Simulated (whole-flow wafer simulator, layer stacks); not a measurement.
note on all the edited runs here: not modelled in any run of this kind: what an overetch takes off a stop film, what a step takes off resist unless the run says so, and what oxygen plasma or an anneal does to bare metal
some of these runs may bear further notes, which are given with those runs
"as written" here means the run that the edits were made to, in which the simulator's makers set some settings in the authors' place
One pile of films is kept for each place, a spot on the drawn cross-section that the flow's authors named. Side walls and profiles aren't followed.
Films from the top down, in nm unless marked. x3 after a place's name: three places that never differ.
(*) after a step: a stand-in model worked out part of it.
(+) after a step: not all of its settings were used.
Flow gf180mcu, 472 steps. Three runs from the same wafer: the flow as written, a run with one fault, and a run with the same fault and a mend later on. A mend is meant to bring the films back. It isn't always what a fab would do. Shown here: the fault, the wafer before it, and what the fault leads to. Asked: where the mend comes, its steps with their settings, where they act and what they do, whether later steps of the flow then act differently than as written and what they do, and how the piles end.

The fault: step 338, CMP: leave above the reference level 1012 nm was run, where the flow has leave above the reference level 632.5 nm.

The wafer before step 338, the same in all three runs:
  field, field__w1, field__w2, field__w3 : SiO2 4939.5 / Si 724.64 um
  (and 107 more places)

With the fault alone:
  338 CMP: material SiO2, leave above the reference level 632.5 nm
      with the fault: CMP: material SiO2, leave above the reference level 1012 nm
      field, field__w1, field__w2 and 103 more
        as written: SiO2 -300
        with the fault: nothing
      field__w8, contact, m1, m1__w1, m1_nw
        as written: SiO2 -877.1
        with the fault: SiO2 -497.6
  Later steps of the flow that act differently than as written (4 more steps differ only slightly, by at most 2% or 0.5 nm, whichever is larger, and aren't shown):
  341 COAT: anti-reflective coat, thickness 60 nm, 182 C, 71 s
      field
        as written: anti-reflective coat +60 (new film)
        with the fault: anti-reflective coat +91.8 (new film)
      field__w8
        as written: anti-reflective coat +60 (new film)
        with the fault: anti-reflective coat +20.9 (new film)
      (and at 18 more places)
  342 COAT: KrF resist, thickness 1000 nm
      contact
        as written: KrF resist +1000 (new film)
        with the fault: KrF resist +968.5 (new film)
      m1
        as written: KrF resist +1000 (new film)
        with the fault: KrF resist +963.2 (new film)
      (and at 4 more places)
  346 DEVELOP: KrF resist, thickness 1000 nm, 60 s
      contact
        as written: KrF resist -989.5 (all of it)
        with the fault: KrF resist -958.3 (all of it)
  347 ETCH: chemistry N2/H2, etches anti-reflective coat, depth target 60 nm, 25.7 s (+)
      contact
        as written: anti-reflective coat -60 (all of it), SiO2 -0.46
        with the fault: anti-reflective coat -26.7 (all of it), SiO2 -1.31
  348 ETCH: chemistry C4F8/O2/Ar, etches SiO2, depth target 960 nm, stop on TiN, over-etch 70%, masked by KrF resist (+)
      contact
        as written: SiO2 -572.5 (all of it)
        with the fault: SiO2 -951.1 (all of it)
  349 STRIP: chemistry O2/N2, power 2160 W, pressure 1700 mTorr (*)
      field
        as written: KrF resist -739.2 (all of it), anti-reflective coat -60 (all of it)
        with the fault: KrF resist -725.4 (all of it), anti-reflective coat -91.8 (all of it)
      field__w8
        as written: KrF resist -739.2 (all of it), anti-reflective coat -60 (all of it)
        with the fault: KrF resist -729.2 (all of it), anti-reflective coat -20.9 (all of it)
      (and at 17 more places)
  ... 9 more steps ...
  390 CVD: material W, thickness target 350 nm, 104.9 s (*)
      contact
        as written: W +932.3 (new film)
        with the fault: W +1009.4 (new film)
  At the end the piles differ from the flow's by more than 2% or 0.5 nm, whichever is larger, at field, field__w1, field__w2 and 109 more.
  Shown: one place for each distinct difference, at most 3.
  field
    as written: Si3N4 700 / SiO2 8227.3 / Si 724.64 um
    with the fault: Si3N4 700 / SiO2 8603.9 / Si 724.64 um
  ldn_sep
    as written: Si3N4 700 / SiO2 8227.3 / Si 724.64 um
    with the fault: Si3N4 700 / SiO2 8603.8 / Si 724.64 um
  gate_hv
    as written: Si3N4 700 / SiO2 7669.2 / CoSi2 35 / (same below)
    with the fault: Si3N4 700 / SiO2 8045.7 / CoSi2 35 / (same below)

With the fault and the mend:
  The mend comes after step 338.
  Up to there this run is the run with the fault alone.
  338a CMP: material SiO2, leave above the reference level 632.5 nm (the flow's step 338 once more)
      field, field__w1, field__w2 and 103 more
        SiO2 -300
      field__w8, contact, m1, m1__w1, m1_nw
        SiO2 -379.5
  No later step of the flow acts differently than as written at any place that is followed.
  At the end the piles are the same as the flow's at every place that both follow.
